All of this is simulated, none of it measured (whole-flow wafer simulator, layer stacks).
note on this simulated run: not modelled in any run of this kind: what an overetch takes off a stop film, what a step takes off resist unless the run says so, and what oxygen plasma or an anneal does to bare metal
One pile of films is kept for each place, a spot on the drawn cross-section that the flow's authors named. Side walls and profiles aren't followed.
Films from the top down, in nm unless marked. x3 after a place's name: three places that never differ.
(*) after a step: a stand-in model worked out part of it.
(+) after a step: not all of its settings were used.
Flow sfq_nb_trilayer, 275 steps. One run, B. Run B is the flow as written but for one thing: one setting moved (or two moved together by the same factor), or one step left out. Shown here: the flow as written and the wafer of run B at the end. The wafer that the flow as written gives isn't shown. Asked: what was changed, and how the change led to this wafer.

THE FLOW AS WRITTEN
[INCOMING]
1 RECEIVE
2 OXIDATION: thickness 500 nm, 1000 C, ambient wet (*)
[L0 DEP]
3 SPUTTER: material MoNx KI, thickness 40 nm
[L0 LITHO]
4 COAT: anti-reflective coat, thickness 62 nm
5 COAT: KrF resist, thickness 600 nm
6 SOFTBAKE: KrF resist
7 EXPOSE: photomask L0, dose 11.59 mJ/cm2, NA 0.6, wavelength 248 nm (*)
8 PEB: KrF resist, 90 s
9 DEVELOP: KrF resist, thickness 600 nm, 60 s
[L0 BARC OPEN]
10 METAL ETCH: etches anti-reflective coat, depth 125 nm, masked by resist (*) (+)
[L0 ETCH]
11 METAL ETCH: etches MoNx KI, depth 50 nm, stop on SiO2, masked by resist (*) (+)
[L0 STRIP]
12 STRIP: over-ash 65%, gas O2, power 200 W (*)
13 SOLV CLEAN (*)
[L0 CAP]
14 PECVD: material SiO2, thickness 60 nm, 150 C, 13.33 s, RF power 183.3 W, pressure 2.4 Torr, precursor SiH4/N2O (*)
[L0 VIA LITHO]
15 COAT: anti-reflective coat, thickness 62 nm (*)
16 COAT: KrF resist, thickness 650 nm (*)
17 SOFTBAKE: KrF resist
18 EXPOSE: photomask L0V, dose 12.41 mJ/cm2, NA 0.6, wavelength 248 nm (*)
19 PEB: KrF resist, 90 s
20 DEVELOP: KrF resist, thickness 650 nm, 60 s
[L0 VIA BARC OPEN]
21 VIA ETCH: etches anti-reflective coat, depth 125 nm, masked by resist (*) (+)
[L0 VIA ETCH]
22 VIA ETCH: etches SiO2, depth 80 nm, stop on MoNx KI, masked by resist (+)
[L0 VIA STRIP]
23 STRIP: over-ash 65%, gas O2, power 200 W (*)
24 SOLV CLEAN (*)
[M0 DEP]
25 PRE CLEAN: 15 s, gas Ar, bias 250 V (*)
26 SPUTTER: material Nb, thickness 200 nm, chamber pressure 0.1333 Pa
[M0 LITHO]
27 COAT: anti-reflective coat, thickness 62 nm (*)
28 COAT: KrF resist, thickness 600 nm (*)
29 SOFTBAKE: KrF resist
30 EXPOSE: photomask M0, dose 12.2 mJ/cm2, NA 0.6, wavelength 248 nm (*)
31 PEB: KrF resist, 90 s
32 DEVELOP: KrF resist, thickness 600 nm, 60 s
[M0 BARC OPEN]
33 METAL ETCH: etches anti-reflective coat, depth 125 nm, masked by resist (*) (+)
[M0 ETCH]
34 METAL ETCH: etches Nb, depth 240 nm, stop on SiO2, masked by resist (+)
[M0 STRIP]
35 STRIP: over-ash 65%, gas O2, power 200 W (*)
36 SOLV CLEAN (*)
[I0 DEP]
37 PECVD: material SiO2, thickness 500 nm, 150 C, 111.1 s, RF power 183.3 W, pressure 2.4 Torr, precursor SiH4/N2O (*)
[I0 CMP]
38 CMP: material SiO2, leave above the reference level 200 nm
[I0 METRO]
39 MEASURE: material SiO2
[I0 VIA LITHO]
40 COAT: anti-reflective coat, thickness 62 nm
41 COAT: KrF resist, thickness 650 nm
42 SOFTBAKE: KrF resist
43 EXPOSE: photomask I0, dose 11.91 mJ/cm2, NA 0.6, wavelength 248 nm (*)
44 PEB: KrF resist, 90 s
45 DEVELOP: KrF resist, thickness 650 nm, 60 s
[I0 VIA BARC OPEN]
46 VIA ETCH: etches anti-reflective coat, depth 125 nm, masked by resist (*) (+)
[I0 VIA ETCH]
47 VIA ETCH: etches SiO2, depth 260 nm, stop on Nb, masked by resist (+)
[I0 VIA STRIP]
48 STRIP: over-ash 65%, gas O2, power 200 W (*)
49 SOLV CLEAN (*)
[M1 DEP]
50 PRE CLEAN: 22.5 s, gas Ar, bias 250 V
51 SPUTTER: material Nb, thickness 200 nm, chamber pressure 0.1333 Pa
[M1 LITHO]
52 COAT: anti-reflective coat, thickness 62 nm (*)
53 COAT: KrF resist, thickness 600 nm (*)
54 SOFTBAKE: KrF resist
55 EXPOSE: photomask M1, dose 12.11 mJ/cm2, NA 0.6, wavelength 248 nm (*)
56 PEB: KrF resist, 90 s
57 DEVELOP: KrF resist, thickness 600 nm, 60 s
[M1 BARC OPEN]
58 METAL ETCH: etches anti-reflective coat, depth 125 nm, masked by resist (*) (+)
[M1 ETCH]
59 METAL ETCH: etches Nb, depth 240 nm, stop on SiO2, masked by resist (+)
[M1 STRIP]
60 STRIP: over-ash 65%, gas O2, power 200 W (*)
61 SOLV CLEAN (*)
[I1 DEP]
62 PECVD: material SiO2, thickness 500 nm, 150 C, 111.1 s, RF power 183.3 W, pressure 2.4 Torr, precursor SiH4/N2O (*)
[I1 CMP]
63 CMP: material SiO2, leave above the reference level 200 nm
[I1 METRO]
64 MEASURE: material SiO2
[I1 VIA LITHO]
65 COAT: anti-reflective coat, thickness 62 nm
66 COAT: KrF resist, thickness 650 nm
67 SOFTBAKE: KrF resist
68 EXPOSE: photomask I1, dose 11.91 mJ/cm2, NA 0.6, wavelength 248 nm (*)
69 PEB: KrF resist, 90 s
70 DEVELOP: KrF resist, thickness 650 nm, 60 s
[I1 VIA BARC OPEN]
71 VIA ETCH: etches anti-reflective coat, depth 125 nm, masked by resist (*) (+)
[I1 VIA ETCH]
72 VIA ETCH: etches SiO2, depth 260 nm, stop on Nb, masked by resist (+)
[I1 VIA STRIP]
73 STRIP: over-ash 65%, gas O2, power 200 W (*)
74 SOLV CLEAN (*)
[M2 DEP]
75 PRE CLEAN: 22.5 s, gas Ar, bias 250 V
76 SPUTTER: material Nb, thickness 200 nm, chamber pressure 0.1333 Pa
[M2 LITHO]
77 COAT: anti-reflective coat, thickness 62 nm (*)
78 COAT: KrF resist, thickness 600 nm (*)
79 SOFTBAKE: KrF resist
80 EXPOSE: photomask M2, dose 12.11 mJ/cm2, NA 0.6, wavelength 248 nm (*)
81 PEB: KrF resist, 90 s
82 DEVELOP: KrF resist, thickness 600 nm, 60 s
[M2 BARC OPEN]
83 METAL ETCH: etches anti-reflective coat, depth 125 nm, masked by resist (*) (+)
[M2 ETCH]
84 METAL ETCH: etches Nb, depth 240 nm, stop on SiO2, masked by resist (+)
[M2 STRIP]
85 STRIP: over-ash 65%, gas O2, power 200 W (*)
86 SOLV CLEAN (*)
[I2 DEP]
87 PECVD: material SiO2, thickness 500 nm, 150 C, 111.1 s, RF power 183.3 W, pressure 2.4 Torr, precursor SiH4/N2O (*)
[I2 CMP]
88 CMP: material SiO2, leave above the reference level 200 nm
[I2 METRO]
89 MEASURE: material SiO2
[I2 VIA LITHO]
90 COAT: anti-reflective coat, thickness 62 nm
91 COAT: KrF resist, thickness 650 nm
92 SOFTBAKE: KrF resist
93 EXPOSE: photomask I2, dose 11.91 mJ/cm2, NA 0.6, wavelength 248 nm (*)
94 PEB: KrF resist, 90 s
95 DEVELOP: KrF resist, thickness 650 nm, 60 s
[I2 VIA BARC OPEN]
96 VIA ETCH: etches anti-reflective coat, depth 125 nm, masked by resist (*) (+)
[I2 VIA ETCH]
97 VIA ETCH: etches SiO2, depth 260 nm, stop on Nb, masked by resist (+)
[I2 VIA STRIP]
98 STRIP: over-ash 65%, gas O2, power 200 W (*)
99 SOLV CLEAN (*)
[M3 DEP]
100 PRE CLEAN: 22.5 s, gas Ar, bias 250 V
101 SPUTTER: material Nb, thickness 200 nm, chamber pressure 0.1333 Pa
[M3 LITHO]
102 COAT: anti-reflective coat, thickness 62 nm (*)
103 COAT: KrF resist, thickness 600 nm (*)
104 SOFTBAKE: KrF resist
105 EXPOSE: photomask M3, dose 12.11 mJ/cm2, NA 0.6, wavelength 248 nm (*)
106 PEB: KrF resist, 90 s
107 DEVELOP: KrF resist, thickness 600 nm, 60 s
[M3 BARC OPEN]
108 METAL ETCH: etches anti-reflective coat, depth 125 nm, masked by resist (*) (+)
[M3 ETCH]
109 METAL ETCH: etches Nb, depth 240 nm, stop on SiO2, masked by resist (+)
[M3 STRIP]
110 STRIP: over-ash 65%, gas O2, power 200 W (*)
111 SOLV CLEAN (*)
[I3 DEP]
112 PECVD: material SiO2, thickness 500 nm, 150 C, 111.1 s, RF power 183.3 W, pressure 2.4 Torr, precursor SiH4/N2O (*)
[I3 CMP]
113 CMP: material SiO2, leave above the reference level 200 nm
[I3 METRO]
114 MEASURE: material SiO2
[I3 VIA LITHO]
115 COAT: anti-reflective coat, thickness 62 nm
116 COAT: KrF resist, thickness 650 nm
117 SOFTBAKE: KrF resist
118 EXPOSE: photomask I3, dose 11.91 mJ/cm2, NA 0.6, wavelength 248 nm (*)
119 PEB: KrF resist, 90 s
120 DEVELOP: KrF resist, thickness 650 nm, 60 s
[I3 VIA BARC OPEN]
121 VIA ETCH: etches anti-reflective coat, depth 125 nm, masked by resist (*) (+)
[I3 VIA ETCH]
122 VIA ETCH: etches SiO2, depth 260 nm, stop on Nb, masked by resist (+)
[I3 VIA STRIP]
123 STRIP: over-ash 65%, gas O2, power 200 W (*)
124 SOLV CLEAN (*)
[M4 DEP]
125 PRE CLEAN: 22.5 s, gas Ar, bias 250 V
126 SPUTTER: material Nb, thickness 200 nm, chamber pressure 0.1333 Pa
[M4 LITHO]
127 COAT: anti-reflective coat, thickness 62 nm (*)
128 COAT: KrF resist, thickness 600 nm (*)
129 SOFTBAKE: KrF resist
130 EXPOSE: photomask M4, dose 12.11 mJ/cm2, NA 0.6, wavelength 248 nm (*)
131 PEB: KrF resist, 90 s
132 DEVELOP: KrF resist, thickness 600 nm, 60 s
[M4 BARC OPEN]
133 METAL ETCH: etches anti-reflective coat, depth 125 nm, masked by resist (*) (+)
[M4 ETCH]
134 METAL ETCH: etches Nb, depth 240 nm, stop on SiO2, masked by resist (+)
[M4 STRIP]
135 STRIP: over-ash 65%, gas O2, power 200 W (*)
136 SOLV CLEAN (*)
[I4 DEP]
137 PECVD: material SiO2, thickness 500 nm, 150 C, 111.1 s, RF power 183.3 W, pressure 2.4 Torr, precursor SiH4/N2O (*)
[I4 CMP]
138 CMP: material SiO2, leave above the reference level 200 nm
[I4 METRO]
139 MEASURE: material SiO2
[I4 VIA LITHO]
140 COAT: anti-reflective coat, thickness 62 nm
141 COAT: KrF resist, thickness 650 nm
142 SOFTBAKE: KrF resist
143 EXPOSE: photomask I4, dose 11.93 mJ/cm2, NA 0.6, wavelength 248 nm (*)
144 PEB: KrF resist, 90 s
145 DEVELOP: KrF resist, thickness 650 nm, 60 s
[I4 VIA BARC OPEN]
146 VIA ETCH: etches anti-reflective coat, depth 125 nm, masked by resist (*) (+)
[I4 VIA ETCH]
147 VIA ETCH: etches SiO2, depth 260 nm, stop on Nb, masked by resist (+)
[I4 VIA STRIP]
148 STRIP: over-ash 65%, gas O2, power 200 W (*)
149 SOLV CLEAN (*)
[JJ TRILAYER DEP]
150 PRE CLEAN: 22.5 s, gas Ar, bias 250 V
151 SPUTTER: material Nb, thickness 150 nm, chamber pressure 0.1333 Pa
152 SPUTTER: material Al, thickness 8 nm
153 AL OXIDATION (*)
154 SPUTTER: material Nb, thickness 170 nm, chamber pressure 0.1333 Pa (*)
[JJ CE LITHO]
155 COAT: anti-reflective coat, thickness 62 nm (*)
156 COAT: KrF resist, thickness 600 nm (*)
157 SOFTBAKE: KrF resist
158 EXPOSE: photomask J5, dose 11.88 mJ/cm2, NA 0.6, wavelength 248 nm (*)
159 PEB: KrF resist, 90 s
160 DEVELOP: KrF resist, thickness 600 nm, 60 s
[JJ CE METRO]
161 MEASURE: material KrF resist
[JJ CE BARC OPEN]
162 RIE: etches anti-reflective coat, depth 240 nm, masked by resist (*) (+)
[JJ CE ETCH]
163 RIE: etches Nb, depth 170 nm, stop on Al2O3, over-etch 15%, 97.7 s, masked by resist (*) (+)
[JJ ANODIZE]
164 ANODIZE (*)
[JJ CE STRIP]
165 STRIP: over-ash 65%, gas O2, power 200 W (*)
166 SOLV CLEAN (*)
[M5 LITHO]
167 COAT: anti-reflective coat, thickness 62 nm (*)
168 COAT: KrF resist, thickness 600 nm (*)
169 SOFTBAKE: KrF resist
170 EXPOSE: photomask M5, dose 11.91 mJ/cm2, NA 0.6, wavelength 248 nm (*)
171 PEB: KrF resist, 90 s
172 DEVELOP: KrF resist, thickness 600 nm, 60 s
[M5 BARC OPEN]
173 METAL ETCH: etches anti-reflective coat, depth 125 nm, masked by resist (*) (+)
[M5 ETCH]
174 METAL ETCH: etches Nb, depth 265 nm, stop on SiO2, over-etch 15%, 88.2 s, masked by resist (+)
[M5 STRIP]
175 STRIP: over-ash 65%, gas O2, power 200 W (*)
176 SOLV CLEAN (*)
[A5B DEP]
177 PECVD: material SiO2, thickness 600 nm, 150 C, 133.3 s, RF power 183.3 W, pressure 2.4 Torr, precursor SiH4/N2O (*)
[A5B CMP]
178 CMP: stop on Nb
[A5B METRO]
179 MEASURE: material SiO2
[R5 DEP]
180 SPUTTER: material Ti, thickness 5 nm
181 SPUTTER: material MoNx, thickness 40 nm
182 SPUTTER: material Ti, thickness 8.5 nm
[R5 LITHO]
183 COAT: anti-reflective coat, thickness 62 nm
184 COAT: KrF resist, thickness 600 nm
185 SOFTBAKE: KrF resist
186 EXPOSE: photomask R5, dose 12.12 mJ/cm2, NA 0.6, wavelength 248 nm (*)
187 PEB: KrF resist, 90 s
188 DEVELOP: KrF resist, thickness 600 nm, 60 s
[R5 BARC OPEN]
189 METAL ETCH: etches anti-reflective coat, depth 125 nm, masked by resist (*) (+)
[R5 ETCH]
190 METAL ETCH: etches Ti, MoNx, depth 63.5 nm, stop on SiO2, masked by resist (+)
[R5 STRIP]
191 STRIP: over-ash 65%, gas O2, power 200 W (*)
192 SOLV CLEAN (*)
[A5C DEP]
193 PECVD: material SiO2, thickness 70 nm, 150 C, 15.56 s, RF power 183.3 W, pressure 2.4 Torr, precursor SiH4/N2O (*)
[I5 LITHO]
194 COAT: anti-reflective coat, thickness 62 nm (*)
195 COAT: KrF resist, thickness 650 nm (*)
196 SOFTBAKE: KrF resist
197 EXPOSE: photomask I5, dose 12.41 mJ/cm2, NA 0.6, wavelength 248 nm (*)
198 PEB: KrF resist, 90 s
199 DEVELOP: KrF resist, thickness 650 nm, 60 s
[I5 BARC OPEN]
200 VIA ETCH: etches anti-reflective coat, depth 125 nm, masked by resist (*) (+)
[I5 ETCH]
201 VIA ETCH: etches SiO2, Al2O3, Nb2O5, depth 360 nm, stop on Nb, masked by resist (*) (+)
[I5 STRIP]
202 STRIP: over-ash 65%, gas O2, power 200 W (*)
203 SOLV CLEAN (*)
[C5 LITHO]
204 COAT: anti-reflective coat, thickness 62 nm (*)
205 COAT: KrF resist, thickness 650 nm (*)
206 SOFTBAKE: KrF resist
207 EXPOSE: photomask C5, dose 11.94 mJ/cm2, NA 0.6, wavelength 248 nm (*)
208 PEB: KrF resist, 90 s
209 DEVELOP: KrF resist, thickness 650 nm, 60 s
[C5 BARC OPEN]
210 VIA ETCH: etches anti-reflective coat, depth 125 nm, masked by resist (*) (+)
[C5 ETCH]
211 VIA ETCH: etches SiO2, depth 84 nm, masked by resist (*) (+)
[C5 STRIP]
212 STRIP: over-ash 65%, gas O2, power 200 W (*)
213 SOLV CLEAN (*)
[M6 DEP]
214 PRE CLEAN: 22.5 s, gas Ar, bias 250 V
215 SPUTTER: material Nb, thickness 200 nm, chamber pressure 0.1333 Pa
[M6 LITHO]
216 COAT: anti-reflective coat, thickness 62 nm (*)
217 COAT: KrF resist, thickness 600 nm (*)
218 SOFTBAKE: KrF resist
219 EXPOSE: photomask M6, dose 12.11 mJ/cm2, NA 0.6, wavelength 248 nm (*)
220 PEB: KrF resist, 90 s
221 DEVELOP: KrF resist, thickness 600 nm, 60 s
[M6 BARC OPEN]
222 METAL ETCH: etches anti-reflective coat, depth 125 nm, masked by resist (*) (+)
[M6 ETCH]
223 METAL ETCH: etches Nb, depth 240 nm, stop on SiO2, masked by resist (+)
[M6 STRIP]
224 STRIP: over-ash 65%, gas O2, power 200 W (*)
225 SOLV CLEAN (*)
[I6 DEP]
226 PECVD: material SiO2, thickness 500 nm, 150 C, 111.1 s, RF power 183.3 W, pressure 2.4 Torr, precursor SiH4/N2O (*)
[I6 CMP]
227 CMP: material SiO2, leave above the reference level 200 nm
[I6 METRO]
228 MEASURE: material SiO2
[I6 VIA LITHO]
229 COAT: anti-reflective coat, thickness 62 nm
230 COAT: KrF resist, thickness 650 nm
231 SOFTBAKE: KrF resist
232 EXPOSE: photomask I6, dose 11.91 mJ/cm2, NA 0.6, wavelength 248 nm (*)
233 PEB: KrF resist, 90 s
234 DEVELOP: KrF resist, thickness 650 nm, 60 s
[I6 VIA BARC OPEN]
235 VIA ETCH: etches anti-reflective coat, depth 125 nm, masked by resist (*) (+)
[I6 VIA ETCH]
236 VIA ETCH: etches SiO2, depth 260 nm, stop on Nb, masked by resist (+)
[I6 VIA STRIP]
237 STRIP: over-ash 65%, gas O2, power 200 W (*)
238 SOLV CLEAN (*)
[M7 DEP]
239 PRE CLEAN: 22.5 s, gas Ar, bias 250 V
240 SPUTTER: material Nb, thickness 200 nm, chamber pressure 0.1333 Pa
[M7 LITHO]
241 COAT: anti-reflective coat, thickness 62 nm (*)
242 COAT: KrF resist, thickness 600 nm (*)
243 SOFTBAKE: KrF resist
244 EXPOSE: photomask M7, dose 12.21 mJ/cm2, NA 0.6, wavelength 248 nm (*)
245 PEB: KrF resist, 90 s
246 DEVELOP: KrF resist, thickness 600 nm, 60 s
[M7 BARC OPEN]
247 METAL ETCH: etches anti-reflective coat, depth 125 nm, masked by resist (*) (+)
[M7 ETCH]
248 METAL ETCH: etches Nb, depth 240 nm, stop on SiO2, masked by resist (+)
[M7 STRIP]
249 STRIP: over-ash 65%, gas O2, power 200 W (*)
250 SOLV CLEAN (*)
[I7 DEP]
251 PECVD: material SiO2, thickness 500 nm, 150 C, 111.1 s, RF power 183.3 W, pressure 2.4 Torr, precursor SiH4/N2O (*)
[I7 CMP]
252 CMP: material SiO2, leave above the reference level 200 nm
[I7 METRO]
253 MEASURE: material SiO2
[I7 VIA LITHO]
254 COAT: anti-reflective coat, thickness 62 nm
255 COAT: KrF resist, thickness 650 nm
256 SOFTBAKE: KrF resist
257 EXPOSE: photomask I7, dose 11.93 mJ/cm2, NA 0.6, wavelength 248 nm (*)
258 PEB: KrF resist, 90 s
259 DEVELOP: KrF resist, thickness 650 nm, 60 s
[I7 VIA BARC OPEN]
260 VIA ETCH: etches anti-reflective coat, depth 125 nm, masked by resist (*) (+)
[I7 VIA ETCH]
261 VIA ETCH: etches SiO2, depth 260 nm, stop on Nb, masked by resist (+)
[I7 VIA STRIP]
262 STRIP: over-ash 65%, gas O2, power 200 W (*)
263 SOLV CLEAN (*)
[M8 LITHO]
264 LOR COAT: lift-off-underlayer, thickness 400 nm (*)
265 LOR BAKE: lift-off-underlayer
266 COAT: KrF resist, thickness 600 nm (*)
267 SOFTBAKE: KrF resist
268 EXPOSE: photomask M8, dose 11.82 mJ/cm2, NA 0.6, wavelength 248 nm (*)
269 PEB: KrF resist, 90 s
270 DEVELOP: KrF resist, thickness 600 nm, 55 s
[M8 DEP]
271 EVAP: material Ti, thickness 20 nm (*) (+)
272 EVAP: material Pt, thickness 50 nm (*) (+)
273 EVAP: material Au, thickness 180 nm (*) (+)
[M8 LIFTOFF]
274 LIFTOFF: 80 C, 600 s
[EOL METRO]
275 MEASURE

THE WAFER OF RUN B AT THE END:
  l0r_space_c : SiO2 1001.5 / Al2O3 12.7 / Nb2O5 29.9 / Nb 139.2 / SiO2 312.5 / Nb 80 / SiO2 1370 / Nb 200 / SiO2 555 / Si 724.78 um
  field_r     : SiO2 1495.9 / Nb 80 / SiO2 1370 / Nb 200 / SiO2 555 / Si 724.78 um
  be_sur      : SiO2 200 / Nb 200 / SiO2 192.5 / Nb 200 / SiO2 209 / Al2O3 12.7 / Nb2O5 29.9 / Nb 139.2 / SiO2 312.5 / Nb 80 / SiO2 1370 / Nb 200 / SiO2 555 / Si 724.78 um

The cause: step 134, METAL ETCH: depth 120 nm was run, where the flow has depth 240 nm.

How the change led to this, step by step:
  134 METAL ETCH: etches Nb, depth 240 nm, stop on SiO2, masked by resist (+)
      field_l, be, be_sur and 64 more: Nb -120 (as written it would be: Nb -200 (all of it))
      v_sur, via_wl, via_w and 36 more: KrF resist -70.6 (as written it would be: KrF resist -141.2)
  135 STRIP: over-ash 65%, gas O2, power 200 W (*)
      p4_fl x3, p4_w1 x9, p4_g1 x2 and 15 more: KrF resist -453 (all of it), anti-reflective coat -62 (all of it) (as written it would be: KrF resist -382.4 (all of it), anti-reflective coat -62 (all of it))
      ln_m5, lsp_m, ln_m6: KrF resist -452.5 (all of it), anti-reflective coat -61.8 (all of it) (as written it would be: KrF resist -381.9 (all of it), anti-reflective coat -61.8 (all of it))
      (and at 7 more places)
  137 PECVD: material SiO2, thickness 500 nm, 150 C, 111.1 s, RF power 183.3 W, pressure 2.4 Torr, precursor SiH4/N2O (*)
      field_l, be, be_sur and 55 more: SiO2 +500 (new film) (as written it would be: SiO2 +500)
      p3_s0 x6: SiO2 +500 (new film) (as written it would be: SiO2 +557.1)
      (and at 3 more places)
  138 CMP: material SiO2, leave above the reference level 200 nm
      field_l, be, be_sur and 55 more: SiO2 -180 (as written it would be: SiO2 -100)
      p3_s0 x6: SiO2 -180 (as written it would be: SiO2 -157.1)
      (and at 3 more places)
Counting metal films that touch as one body, l0r_space_c has 3 bodies (between them, from the top down: SiO2 312.5; SiO2 1370); the flow as written gives 2 bodies (between them, from the top down: SiO2 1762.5).
Counting metal films that touch as one body, field_r has 2 bodies (between them, from the top down: SiO2 1370); the flow as written gives 1 body.
Counting metal films that touch as one body, be_sur has 5 bodies (between them, from the top down: SiO2 192.5; SiO2 209 / Al2O3 12.7 / Nb2O5 29.9; SiO2 312.5; SiO2 1370); the flow as written gives 4 bodies (between them, from the top down: SiO2 192.5; SiO2 209 / Al2O3 12.7 / Nb2O5 29.9; SiO2 1762.5).
